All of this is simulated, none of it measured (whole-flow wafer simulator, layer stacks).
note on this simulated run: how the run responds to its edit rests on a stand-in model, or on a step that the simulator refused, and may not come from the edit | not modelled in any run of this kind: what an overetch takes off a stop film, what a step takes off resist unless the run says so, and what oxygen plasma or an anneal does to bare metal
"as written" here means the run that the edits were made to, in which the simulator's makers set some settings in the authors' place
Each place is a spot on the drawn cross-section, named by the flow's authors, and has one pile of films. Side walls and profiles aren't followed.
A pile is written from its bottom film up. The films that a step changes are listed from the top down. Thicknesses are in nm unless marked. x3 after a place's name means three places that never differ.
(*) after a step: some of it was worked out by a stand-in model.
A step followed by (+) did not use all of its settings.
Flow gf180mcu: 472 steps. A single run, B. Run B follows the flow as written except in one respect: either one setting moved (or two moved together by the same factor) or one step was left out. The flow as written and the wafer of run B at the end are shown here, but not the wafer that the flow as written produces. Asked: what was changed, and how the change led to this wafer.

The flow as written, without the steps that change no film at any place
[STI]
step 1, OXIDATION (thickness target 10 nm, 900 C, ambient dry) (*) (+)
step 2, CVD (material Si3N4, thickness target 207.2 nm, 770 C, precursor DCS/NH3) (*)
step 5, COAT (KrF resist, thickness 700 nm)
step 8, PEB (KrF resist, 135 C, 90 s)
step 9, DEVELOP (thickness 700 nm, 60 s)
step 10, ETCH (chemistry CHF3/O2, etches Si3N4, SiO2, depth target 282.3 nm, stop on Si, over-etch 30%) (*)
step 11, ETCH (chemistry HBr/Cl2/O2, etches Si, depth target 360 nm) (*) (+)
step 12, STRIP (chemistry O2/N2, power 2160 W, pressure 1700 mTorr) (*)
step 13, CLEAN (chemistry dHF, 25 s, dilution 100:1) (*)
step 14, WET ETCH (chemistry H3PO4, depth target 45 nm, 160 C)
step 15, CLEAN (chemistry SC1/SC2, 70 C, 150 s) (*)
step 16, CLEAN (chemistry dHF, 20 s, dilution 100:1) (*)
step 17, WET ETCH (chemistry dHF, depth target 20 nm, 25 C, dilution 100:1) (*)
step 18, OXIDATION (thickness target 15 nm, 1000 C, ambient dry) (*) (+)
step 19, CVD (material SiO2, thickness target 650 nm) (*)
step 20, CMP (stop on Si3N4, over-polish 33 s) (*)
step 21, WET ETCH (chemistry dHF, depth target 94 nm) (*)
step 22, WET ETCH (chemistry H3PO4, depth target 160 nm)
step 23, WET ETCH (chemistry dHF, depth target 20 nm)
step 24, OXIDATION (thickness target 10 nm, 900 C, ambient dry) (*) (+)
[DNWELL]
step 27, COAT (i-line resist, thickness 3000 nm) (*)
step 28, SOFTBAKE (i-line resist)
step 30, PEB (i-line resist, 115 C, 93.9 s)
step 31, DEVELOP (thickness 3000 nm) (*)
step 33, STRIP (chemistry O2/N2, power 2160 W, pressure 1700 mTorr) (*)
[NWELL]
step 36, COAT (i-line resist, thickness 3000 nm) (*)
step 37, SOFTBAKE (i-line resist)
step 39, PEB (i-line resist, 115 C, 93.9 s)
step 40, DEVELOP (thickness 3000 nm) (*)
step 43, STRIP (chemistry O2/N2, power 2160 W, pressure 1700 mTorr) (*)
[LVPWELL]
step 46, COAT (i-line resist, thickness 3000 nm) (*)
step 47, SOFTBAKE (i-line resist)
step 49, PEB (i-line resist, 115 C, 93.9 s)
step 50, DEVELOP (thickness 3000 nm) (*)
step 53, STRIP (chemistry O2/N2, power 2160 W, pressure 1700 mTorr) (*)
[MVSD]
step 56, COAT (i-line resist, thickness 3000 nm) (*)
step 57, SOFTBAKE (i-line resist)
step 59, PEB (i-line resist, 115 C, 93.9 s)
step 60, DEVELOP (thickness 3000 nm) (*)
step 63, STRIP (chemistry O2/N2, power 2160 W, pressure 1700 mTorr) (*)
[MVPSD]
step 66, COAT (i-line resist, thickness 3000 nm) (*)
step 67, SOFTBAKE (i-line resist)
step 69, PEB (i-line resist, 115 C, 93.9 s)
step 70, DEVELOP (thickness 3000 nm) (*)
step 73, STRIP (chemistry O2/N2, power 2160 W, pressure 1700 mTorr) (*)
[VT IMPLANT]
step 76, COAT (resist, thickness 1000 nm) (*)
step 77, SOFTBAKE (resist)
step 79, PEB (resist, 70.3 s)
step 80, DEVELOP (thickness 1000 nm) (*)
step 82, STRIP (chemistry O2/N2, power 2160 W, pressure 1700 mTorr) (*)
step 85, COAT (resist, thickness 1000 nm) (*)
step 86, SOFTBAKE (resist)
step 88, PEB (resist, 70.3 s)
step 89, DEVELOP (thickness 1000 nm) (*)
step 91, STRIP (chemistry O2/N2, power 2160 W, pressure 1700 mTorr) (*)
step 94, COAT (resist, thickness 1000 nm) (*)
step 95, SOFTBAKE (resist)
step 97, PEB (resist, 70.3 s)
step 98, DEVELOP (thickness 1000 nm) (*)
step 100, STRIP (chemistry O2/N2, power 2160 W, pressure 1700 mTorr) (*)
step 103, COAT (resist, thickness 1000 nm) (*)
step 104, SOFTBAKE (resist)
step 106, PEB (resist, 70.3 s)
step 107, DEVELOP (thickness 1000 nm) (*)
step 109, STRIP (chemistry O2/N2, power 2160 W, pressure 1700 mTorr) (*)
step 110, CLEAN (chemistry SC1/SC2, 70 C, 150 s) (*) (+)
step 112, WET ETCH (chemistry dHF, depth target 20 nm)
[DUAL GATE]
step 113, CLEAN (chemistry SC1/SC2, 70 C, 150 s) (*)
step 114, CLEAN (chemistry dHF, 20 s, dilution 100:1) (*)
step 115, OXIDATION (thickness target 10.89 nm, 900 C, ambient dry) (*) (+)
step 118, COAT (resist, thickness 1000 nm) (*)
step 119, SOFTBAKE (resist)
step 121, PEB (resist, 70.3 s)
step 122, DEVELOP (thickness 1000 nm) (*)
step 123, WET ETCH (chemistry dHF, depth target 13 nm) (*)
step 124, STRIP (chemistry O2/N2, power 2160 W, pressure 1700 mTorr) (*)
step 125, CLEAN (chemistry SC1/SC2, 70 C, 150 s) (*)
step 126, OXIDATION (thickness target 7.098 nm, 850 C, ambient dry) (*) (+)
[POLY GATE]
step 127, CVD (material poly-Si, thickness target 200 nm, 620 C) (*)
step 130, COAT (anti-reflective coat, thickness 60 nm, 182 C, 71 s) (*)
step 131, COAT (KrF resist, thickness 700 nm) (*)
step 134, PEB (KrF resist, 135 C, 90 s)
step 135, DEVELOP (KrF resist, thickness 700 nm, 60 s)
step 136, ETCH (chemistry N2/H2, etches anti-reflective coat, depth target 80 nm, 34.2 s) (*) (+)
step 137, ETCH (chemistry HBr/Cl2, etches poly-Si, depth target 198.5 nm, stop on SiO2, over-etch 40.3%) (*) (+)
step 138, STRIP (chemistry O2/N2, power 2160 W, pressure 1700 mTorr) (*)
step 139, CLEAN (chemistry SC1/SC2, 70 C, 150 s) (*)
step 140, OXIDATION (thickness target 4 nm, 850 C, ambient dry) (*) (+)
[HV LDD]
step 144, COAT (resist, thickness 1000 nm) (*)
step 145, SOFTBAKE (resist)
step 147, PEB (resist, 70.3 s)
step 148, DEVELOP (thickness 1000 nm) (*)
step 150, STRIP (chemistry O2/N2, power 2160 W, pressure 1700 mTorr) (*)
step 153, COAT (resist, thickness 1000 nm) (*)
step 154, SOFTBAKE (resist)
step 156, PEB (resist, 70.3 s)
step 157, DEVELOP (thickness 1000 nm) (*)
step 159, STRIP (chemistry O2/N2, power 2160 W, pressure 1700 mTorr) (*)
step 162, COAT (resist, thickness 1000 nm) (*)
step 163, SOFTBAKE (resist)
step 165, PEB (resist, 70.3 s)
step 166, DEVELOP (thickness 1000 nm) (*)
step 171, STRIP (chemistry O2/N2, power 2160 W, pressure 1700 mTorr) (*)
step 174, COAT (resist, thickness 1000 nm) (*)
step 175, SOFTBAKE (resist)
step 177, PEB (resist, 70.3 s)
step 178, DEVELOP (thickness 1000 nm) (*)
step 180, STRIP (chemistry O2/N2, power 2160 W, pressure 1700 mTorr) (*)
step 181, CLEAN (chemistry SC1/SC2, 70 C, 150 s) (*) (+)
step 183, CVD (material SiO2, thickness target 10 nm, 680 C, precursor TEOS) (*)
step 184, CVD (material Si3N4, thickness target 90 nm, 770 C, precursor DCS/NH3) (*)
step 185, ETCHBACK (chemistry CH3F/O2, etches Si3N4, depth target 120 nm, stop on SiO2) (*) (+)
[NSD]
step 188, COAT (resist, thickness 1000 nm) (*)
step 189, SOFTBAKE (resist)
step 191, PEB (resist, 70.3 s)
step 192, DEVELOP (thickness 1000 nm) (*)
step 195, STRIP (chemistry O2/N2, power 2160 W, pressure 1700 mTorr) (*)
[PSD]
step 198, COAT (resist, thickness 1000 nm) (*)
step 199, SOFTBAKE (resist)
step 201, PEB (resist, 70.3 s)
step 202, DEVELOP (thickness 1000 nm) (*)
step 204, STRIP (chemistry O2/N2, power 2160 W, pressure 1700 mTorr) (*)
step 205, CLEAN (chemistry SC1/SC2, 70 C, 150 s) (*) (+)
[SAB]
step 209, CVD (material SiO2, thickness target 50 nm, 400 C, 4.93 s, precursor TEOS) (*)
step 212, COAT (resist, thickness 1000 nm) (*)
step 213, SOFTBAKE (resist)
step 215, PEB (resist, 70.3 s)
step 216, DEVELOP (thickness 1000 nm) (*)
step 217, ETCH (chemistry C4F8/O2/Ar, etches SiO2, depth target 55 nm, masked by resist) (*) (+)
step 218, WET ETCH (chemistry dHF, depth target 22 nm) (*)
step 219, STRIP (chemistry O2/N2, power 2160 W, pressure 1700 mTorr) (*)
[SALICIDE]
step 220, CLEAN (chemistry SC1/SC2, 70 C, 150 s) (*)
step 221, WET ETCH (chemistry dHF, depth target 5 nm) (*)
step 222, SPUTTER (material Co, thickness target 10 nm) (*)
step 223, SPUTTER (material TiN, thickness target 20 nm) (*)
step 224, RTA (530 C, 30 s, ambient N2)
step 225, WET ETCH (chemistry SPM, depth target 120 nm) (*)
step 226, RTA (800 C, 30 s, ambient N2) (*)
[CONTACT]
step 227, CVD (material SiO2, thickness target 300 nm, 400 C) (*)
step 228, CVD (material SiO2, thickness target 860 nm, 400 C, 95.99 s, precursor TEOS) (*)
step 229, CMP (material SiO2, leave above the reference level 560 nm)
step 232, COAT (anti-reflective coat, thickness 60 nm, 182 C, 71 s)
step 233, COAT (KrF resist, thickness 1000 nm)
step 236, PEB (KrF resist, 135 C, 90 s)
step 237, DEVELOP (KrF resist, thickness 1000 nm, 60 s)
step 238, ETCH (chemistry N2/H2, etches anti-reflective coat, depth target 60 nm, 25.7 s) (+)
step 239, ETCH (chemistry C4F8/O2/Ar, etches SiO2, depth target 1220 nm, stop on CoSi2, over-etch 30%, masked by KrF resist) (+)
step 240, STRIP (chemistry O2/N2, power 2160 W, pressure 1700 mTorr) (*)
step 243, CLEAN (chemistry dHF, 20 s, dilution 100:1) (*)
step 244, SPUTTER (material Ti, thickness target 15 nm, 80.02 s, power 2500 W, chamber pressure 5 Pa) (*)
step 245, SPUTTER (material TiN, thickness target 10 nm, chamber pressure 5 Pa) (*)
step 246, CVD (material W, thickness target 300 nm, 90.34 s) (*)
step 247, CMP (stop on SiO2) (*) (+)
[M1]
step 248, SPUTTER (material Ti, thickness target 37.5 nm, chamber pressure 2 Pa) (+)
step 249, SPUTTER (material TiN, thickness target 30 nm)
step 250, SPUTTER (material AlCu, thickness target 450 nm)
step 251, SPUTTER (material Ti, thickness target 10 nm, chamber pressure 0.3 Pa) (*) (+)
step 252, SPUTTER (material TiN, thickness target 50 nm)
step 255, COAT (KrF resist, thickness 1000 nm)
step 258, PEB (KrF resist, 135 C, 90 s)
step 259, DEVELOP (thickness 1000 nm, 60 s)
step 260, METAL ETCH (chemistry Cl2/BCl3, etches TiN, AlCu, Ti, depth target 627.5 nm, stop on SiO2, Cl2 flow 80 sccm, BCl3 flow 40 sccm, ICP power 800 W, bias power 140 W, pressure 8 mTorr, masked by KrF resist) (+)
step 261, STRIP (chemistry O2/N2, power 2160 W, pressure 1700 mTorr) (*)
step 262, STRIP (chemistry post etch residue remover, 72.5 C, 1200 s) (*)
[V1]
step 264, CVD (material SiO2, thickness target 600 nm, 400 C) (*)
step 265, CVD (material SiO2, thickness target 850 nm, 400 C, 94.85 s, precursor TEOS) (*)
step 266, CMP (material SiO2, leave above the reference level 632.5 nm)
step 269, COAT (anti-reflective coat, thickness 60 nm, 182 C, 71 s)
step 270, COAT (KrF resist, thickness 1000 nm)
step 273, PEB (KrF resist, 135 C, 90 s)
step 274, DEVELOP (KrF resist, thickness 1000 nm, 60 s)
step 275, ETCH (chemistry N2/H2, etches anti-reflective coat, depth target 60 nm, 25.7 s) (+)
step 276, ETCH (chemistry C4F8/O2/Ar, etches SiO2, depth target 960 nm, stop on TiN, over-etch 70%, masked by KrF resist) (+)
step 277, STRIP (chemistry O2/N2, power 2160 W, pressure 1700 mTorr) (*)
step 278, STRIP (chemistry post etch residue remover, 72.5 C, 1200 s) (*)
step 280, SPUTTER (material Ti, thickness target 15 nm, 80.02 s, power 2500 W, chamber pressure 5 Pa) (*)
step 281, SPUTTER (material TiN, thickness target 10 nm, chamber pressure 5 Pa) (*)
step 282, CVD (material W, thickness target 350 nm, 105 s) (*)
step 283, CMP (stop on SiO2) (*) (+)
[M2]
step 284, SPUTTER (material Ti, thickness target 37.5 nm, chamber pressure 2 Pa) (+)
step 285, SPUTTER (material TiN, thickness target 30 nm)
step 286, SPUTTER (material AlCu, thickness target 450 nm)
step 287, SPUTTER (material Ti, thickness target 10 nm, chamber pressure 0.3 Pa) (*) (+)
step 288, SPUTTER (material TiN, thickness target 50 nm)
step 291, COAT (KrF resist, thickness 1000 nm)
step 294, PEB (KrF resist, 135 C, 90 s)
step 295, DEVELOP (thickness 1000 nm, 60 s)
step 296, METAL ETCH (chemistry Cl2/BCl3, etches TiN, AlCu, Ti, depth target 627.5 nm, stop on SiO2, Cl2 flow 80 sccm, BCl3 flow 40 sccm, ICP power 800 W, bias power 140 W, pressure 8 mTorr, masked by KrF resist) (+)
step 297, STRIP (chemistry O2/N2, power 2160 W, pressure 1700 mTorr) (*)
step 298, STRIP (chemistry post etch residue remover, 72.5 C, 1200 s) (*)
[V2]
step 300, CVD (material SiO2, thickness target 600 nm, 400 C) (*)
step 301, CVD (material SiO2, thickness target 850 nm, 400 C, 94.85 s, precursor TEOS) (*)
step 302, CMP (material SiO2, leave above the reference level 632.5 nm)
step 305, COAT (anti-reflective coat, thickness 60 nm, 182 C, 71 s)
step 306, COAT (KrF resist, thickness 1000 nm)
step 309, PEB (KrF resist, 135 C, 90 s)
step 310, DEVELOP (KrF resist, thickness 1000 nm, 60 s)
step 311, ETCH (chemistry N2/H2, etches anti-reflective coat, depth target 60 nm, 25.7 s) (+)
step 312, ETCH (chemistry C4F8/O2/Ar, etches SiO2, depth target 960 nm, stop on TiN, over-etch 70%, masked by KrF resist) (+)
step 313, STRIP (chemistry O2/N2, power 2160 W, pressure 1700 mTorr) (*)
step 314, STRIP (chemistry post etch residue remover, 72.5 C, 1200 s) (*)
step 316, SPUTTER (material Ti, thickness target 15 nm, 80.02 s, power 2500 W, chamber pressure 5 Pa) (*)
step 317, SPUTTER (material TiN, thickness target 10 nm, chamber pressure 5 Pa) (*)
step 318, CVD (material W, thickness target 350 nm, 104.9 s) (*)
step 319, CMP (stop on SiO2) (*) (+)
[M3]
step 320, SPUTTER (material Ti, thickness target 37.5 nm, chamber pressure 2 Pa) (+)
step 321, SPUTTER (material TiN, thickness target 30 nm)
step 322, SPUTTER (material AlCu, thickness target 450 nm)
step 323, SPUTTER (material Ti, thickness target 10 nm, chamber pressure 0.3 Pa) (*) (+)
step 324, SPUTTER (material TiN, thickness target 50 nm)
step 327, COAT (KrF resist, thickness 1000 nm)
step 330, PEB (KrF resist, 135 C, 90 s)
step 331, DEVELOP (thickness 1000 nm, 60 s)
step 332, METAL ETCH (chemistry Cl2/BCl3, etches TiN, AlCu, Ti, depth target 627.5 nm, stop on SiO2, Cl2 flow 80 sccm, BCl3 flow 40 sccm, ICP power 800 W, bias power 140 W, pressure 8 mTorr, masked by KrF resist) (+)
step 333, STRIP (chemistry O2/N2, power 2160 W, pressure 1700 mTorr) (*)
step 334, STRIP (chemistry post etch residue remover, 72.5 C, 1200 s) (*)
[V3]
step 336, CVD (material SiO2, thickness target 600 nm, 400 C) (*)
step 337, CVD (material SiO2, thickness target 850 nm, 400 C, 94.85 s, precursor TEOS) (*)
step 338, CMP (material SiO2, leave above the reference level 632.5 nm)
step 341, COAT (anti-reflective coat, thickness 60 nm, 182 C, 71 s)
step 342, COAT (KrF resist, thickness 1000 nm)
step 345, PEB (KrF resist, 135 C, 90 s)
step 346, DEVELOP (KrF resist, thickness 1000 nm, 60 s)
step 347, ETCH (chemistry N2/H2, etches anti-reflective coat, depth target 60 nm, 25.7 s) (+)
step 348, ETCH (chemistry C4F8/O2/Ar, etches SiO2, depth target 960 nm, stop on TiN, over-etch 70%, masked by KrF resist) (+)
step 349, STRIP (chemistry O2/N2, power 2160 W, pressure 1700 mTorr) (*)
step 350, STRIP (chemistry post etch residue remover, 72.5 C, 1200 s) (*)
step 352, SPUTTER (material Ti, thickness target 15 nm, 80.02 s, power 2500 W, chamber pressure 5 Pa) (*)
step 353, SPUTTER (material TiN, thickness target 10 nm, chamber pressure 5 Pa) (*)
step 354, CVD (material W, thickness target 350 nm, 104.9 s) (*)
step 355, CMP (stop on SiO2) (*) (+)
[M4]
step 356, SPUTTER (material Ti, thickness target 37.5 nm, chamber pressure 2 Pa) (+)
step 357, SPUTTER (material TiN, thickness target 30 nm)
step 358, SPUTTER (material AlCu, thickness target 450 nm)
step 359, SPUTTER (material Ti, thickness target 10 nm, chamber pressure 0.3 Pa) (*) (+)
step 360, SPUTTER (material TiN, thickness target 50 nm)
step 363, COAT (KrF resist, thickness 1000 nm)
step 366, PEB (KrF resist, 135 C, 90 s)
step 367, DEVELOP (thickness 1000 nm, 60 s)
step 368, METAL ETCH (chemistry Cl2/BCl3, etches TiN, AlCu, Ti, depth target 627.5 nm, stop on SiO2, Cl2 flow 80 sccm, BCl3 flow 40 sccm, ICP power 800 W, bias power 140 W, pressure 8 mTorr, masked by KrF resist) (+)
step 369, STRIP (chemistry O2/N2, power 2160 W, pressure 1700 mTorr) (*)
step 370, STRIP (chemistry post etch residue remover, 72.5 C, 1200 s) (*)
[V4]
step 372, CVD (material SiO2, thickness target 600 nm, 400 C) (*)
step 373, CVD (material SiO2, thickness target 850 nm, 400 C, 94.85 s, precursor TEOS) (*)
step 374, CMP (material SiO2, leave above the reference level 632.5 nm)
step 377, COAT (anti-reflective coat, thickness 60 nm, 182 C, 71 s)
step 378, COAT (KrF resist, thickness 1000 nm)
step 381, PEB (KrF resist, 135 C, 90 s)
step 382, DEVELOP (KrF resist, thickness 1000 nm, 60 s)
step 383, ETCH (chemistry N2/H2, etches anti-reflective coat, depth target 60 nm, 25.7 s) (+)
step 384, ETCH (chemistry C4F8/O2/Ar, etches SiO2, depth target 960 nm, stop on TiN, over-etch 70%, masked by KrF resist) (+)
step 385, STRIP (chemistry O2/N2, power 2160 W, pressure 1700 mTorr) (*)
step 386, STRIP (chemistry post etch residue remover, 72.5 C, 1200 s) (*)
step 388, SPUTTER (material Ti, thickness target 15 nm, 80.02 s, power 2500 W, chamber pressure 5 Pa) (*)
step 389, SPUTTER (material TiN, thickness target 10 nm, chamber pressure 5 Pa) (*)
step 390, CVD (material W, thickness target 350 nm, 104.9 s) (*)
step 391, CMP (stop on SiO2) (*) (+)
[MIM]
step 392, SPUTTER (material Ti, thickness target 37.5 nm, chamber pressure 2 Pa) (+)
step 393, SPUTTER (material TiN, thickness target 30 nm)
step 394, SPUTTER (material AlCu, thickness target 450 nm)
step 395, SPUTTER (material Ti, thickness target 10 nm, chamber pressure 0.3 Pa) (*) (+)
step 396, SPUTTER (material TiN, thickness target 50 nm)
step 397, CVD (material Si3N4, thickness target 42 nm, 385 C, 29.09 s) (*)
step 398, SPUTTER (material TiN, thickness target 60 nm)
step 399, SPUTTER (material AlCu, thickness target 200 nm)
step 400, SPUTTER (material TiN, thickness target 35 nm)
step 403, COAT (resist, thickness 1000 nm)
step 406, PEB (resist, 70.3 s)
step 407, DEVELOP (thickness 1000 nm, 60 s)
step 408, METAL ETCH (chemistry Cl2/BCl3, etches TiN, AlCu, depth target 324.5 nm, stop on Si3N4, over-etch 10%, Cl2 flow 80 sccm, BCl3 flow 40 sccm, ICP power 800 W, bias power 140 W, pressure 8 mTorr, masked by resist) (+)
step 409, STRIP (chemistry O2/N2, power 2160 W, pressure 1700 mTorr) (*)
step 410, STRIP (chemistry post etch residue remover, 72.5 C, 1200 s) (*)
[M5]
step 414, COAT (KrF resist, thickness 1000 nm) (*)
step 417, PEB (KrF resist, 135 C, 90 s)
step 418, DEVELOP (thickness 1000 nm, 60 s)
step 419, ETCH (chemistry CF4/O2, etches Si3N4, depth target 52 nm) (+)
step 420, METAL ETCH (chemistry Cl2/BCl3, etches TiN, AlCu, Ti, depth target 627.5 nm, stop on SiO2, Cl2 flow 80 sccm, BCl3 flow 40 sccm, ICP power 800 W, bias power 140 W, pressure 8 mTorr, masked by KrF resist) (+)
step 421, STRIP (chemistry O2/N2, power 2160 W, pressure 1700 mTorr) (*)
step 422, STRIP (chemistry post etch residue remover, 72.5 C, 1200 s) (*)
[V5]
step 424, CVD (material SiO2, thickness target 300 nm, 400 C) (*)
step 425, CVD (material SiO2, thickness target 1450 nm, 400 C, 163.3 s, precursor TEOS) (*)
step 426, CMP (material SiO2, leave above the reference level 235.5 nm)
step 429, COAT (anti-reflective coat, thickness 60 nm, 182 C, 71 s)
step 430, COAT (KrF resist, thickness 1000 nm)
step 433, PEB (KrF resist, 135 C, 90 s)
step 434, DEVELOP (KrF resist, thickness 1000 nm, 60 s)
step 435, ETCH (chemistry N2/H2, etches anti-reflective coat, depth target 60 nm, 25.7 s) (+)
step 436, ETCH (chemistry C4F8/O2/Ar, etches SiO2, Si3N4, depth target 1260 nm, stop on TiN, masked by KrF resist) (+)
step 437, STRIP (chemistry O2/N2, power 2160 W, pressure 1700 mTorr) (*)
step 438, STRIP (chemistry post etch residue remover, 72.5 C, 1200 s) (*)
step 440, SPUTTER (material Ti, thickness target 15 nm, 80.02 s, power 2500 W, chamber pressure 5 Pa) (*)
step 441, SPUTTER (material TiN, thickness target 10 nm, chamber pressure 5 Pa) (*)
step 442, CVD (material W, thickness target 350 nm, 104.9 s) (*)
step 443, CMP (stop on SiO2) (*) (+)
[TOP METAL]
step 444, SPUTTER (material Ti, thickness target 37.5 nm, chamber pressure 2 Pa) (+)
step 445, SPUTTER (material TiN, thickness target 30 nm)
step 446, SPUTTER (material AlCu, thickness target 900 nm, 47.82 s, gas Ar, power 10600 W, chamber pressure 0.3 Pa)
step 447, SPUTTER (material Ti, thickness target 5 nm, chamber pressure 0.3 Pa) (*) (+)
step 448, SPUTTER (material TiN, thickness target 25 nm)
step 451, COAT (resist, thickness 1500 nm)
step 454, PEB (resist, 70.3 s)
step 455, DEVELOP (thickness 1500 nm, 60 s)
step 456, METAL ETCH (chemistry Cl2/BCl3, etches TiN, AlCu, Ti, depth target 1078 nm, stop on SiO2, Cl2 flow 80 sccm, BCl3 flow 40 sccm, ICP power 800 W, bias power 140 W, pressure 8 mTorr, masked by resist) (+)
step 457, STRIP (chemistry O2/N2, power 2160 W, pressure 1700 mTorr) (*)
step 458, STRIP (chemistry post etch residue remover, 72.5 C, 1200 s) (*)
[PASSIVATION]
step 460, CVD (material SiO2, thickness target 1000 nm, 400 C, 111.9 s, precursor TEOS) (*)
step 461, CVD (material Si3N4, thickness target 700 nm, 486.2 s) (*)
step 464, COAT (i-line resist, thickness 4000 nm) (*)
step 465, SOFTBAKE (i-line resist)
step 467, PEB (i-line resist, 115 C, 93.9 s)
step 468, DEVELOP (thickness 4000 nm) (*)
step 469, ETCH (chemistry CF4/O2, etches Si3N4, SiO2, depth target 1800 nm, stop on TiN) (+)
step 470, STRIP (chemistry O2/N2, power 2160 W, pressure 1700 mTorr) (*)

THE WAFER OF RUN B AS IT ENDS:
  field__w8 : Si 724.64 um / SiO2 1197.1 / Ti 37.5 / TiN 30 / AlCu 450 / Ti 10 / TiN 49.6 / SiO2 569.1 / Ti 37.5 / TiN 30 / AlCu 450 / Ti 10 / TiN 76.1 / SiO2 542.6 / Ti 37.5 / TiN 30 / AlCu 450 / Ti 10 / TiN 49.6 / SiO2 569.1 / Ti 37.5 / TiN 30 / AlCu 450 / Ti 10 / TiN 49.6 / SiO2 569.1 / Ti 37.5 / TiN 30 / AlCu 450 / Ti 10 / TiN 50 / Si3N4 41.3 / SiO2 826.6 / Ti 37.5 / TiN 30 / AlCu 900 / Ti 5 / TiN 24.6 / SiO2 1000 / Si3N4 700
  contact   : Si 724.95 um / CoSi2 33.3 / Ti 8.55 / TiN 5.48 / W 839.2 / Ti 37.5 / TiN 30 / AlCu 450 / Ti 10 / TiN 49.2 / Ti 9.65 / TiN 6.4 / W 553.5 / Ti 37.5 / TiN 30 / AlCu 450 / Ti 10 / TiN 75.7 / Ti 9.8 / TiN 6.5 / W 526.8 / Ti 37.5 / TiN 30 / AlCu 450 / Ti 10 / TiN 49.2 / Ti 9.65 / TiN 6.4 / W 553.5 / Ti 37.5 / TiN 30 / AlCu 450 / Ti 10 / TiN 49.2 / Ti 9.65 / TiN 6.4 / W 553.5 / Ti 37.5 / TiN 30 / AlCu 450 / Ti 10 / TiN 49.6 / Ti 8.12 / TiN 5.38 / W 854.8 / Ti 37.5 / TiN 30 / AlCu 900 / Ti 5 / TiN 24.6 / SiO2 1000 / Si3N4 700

Cause: step 288, SPUTTER: thickness target 76.5 nm was run, while the flow as written has thickness target 50 nm.

How this came from the change, step by step:
  step 288, SPUTTER (material TiN, thickness target 50 nm)
      field, field__w1, field__w2 and 108 more: TiN gains 76.5 (new film) (as written it would have been: TiN gains 50 (new film))
  step 296, METAL ETCH (chemistry Cl2/BCl3, etches TiN, AlCu, Ti, depth target 627.5 nm, stop on SiO2, Cl2 flow 80 sccm, BCl3 flow 40 sccm, ICP power 800 W, bias power 140 W, pressure 8 mTorr, masked by KrF resist) (+)
      field, field__w1, field__w2 and 103 more: TiN loses 76.5 (all of it), Ti loses 10 (all of it), AlCu loses 450 (all of it), TiN loses 30 (all of it), Ti loses 37.5 (all of it) (as written it would have been: TiN loses 50 (all of it), Ti loses 10 (all of it), AlCu loses 450 (all of it), TiN loses 30 (all of it), Ti loses 37.5 (all of it))
  step 302, CMP (material SiO2, leave above the reference level 632.5 nm)
      field__w8, contact, m1, m1__w1, m1_nw: SiO2 loses 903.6 (as written it would have been: SiO2 loses 877.1)
  step 312, ETCH (chemistry C4F8/O2/Ar, etches SiO2, depth target 960 nm, stop on TiN, over-etch 70%, masked by KrF resist) (+)
      field, field__w1, field__w2 and 107 more: KrF resist loses 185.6 (as written it would have been: KrF resist loses 192)
      contact: SiO2 loses 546 (all of it) (as written it would have been: SiO2 loses 572.5 (all of it))
  step 318, CVD (material W, thickness target 350 nm, 104.9 s) (*)
      contact: W gains 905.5 (new film) (as written it would have been: W gains 932.3 (new film))
